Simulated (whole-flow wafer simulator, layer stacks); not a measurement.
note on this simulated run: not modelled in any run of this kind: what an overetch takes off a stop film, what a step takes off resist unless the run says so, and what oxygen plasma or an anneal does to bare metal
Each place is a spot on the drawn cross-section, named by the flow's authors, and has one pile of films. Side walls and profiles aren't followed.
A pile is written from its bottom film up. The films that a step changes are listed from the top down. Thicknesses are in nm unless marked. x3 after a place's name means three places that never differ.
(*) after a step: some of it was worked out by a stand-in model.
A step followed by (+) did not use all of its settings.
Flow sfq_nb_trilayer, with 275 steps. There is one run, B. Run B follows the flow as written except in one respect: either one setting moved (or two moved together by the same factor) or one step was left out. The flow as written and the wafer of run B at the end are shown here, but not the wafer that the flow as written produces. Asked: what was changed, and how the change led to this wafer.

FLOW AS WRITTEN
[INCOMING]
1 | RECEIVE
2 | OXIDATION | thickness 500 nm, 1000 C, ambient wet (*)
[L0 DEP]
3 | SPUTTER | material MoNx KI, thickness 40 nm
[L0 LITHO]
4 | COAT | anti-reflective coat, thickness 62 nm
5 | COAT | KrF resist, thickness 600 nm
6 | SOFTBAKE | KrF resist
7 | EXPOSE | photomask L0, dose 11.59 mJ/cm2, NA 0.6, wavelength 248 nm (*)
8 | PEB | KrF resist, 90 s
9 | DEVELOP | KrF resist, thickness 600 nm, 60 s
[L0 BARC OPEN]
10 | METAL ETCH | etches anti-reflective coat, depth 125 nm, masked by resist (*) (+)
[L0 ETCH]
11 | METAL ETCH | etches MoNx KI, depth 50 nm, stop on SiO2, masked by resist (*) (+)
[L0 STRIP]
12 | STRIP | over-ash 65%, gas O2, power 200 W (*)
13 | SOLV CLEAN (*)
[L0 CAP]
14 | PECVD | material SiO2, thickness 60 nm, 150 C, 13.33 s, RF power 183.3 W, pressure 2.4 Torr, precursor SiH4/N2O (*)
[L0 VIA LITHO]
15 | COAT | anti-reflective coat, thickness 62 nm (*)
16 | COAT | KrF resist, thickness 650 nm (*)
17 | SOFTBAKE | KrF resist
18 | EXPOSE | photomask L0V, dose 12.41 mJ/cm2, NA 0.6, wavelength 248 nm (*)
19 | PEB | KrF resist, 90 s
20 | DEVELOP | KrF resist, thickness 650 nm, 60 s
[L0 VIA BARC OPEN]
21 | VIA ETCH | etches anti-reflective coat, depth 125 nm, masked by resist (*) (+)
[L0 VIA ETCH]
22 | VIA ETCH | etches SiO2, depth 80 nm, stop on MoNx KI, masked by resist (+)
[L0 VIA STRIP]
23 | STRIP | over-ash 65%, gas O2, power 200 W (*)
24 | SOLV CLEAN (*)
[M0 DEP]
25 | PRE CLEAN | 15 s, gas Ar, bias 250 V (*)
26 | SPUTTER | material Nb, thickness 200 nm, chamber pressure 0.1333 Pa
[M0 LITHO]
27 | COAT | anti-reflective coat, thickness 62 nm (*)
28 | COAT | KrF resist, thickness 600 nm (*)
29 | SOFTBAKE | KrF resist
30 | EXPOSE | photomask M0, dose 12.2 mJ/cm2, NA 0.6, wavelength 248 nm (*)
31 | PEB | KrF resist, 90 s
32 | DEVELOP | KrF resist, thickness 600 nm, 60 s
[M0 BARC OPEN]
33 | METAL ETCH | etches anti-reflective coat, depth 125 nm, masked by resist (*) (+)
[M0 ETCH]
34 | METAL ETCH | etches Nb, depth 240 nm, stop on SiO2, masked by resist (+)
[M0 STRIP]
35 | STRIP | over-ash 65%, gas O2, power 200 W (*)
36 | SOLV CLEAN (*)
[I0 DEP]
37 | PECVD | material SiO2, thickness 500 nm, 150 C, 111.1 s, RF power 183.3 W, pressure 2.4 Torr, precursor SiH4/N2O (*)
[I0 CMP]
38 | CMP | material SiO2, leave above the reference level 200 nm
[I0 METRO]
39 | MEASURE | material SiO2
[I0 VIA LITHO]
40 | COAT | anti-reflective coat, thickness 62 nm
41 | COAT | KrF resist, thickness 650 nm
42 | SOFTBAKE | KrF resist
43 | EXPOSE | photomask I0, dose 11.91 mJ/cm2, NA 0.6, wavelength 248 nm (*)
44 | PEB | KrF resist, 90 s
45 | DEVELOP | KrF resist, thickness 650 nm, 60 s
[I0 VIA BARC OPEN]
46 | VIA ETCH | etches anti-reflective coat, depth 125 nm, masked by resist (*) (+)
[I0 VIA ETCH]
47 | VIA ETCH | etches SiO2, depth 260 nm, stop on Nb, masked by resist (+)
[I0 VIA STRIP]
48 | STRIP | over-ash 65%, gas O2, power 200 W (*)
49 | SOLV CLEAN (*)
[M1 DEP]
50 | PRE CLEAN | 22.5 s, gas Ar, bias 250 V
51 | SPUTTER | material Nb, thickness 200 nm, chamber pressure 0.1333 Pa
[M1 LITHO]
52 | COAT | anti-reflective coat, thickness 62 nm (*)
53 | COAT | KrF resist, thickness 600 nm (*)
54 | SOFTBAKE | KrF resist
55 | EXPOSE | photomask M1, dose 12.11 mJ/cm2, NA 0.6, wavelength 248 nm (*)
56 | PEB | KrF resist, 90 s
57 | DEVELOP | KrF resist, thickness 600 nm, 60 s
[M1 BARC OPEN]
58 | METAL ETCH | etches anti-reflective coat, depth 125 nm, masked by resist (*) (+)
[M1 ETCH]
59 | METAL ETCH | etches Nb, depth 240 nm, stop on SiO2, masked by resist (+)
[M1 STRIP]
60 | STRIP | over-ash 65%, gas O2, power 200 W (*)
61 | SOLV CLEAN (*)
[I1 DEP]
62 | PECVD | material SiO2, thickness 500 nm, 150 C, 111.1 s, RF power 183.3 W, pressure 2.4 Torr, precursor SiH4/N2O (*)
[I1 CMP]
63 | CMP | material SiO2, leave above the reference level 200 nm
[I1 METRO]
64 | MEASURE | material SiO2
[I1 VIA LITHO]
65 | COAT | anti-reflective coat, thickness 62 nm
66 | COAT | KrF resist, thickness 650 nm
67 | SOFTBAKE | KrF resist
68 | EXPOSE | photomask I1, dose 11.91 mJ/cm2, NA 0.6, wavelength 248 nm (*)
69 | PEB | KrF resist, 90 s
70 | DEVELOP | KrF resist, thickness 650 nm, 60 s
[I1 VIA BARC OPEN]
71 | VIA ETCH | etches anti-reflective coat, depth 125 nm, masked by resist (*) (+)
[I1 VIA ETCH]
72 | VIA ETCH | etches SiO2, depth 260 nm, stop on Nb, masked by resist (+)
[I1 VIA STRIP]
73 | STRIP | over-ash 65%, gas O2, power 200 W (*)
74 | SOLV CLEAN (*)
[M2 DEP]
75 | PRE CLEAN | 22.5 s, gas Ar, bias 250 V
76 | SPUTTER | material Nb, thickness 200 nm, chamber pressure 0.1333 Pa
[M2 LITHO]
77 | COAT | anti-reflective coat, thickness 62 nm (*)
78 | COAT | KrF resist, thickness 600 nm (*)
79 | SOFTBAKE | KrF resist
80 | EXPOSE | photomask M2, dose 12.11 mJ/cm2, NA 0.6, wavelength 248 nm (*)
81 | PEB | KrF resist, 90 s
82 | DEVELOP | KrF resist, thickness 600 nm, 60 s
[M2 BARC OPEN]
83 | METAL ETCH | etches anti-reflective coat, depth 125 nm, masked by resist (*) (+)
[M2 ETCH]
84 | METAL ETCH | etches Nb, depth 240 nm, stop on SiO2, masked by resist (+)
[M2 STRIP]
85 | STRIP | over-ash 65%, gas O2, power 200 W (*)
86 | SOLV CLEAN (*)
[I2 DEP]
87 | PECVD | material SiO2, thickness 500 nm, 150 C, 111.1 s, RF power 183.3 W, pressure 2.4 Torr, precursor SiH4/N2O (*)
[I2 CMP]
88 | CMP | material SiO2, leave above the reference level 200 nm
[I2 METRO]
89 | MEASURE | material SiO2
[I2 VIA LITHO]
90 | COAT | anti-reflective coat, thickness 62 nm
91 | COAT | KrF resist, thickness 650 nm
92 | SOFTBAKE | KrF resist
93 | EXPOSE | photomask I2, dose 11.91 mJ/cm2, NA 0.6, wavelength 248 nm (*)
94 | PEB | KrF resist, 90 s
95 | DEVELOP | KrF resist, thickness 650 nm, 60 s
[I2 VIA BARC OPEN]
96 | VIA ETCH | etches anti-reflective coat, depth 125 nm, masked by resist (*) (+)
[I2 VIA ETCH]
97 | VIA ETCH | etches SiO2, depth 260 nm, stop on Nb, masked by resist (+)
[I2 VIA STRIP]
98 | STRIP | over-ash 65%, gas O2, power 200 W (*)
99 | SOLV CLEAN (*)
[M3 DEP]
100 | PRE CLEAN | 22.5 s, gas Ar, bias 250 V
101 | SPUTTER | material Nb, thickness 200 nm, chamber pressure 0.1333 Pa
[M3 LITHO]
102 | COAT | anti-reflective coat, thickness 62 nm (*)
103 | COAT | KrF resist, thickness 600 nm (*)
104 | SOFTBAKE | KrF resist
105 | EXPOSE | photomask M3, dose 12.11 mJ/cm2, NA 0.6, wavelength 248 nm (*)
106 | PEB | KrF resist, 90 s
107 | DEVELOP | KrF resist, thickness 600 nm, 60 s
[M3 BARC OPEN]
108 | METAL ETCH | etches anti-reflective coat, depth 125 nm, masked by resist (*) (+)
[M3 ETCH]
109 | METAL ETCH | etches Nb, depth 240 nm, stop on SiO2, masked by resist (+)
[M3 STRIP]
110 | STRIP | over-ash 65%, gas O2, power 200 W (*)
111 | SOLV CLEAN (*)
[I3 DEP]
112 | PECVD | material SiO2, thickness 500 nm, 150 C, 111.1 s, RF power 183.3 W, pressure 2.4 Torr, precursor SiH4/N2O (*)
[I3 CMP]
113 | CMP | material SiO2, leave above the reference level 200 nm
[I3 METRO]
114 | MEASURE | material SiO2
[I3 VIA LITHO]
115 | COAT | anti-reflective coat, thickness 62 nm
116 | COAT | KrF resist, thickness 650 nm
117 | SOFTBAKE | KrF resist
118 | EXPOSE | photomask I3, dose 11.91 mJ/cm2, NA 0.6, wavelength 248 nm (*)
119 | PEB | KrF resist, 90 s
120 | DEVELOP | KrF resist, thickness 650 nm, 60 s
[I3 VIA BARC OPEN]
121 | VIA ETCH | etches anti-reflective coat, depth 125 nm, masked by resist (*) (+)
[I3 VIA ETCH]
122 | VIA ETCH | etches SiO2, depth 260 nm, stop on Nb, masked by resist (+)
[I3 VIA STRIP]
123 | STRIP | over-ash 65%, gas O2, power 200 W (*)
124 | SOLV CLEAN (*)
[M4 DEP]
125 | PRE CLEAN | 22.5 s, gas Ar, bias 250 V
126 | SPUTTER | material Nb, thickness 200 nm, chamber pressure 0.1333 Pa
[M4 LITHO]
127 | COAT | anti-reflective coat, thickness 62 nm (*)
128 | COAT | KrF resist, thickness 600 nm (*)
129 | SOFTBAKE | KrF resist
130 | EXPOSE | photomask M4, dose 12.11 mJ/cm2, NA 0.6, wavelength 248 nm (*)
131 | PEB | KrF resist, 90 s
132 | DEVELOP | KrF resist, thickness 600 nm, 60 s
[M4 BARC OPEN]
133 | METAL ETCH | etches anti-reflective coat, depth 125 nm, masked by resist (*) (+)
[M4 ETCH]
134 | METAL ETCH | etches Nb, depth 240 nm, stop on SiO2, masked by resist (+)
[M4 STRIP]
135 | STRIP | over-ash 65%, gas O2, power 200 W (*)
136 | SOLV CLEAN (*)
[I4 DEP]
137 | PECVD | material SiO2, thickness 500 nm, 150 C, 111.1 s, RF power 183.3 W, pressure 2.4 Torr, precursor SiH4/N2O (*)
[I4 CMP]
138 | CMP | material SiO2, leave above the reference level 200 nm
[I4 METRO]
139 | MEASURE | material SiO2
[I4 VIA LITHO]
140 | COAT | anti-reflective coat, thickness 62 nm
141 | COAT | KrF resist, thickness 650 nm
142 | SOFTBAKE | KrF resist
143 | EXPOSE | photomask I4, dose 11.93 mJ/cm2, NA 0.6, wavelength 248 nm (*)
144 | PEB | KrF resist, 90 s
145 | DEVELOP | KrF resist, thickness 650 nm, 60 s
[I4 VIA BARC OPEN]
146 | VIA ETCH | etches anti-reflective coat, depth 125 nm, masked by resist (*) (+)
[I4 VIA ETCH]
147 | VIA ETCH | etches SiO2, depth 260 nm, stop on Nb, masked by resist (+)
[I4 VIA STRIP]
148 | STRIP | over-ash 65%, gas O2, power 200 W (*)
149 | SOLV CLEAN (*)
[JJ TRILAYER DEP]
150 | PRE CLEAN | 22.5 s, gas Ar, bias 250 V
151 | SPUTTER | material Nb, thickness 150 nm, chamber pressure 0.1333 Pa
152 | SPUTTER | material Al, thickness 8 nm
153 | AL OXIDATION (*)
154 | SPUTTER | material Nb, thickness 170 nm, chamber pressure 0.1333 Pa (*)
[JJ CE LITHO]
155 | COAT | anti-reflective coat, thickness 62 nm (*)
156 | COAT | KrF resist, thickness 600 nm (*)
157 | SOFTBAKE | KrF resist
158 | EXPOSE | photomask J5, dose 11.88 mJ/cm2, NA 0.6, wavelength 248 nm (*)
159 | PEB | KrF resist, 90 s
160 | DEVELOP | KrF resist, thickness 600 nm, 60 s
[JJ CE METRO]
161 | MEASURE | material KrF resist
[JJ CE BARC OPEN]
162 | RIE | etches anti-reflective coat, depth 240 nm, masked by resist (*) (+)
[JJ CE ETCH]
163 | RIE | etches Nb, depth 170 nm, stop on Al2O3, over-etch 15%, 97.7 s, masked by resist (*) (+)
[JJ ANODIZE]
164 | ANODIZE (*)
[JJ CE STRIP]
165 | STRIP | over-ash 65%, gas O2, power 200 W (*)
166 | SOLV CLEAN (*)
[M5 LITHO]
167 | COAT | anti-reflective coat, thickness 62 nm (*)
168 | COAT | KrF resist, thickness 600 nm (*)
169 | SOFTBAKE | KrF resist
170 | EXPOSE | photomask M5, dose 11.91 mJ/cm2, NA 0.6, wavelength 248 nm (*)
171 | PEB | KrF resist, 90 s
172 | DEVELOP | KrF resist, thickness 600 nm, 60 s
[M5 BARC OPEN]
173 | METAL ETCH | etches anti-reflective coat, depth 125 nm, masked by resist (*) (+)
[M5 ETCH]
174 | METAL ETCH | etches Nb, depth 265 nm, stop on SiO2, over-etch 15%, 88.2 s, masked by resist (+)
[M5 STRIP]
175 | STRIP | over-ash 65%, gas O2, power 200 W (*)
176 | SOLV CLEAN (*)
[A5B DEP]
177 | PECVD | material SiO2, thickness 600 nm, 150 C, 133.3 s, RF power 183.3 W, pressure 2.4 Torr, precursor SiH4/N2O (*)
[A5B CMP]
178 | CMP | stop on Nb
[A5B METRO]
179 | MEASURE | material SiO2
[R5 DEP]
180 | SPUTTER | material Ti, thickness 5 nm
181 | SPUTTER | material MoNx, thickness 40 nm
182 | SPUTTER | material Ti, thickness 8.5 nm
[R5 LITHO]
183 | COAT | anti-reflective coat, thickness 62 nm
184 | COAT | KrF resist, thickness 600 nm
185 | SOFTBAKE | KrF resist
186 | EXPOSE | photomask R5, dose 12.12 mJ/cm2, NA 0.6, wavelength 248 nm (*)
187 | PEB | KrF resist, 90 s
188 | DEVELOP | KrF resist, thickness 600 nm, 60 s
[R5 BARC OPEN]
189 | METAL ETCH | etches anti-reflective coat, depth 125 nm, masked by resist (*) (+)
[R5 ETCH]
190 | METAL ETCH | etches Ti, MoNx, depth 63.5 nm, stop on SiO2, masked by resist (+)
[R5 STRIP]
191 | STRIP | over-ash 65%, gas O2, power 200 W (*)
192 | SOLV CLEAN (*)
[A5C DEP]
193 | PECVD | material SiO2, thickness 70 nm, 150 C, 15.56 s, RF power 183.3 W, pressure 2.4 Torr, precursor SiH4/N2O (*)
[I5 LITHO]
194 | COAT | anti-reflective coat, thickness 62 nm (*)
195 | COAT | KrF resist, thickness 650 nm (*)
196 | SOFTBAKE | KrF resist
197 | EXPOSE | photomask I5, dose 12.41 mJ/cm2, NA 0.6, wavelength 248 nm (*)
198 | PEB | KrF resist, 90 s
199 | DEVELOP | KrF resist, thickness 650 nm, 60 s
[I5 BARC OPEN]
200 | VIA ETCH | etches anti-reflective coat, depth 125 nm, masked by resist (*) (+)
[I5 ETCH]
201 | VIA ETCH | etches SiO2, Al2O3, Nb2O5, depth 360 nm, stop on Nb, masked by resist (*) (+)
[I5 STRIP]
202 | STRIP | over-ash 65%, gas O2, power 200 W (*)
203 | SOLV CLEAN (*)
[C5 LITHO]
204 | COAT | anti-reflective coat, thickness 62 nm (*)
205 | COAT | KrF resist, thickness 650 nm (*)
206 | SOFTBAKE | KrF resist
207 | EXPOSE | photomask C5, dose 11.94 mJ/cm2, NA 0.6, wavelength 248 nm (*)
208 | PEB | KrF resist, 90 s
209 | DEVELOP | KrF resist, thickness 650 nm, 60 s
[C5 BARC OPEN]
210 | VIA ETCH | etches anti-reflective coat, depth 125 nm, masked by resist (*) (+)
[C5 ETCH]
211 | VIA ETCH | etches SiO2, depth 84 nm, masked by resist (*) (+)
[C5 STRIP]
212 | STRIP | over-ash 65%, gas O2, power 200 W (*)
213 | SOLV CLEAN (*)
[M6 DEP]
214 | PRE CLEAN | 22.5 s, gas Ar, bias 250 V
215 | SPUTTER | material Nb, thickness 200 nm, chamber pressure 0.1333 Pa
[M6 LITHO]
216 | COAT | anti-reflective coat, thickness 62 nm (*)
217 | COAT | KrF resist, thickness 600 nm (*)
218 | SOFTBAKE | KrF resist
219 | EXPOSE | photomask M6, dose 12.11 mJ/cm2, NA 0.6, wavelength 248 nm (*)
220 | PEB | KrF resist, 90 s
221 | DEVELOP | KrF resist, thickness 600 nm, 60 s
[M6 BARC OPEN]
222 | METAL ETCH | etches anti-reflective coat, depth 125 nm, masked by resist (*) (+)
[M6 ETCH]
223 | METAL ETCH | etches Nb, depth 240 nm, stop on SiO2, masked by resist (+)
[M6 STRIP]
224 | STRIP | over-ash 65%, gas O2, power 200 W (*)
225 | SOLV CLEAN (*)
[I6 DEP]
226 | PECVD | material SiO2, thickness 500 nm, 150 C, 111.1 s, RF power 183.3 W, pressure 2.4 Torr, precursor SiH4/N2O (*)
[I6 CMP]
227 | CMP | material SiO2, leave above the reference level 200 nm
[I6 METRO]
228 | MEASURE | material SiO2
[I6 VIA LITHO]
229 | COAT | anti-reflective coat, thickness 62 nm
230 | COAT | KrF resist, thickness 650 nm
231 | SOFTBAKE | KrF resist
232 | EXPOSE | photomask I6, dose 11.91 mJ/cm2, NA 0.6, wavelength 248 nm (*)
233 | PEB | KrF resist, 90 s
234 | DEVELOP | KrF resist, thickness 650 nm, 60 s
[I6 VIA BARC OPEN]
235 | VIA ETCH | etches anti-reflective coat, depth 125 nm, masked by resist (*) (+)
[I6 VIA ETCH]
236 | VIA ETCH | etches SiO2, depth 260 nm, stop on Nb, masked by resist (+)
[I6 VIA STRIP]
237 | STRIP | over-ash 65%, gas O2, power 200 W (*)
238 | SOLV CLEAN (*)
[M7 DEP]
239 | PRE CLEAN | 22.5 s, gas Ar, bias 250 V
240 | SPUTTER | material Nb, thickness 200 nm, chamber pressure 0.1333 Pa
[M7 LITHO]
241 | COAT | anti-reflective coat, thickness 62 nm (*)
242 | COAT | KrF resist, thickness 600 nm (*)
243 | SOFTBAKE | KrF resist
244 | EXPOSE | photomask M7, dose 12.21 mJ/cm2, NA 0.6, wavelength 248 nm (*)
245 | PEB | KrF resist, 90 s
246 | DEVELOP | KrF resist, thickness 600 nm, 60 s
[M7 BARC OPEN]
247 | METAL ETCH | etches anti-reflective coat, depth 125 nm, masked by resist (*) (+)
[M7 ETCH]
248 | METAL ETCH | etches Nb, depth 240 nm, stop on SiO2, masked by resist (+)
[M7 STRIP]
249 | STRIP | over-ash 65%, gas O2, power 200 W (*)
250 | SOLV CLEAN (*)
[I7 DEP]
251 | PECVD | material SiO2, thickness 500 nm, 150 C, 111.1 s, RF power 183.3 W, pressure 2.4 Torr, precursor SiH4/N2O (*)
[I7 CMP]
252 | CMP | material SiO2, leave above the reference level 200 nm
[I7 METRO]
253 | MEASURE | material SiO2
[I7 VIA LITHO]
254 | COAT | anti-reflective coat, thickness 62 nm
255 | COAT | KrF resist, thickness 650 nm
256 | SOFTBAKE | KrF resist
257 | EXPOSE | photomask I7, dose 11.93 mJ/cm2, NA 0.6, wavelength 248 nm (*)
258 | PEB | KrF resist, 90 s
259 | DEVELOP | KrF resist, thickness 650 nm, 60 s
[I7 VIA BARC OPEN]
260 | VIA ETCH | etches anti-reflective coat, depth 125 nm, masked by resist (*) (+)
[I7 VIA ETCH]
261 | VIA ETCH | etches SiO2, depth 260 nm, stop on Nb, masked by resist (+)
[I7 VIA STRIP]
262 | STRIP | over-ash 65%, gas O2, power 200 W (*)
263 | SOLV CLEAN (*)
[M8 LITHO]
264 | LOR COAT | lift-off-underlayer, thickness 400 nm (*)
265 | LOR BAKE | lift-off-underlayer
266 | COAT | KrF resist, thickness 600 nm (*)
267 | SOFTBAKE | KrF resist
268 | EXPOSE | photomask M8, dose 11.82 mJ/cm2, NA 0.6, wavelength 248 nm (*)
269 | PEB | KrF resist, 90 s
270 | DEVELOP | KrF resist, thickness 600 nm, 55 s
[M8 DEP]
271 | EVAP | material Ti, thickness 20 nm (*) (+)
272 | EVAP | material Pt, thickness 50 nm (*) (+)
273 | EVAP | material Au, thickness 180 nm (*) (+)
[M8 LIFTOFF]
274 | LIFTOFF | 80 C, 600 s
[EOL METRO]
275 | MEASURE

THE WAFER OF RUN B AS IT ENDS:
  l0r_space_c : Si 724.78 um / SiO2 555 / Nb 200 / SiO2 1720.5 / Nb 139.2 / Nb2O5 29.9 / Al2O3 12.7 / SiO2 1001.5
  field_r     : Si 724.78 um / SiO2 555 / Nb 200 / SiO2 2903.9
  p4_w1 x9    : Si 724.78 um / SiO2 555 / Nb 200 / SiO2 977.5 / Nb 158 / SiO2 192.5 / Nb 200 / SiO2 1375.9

Cause: step 101, SPUTTER: thickness 158 nm was run, whereas the flow has thickness 200 nm.
The wafer lets one read it off: p4_w1 x9 has Nb 158, and step 101 as written asks for 200 nm.

Step by step, how the change led to this:
  101 | SPUTTER | material Nb, thickness 200 nm, chamber pressure 0.1333 Pa
      field_l, v_sur, via_wl and 102 more: +158 Nb (new film) (as written it would have been: +200 Nb (new film))
      via_w: +130.5 Nb (as written it would have been: +165.5 Nb)
  102 | COAT | anti-reflective coat, thickness 62 nm (*)
      via_wl, via_wr: +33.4 anti-reflective coat (new film) (as written it would have been: +34.2 anti-reflective coat (new film))
  109 | METAL ETCH | etches Nb, depth 240 nm, stop on SiO2, masked by resist (+)
      field_l, be, be_sur and 72 more: -158 Nb (all of it) (as written it would have been: -200 Nb (all of it))
  110 | STRIP | over-ash 65%, gas O2, power 200 W (*)
      via_wl: -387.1 KrF resist (all of it), -33.4 anti-reflective coat (all of it) (as written it would have been: -384.2 KrF resist (all of it), -34.2 anti-reflective coat (all of it))
      via_wr: -387.2 KrF resist (all of it), -33.4 anti-reflective coat (all of it) (as written it would have been: -384.2 KrF resist (all of it), -34.2 anti-reflective coat (all of it))
  112 | PECVD | material SiO2, thickness 500 nm, 150 C, 111.1 s, RF power 183.3 W, pressure 2.4 Torr, precursor SiH4/N2O (*)
      p4_g1 x2, p3_s0 x6: +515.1 SiO2 (as written it would have been: +557.1 SiO2)
  113 | CMP | material SiO2, leave above the reference level 200 nm
      field_l, be, be_sur and 64 more: -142 SiO2 (as written it would have been: -100 SiO2)
      via_w: -177.4 SiO2 (as written it would have been: -181.6 SiO2)
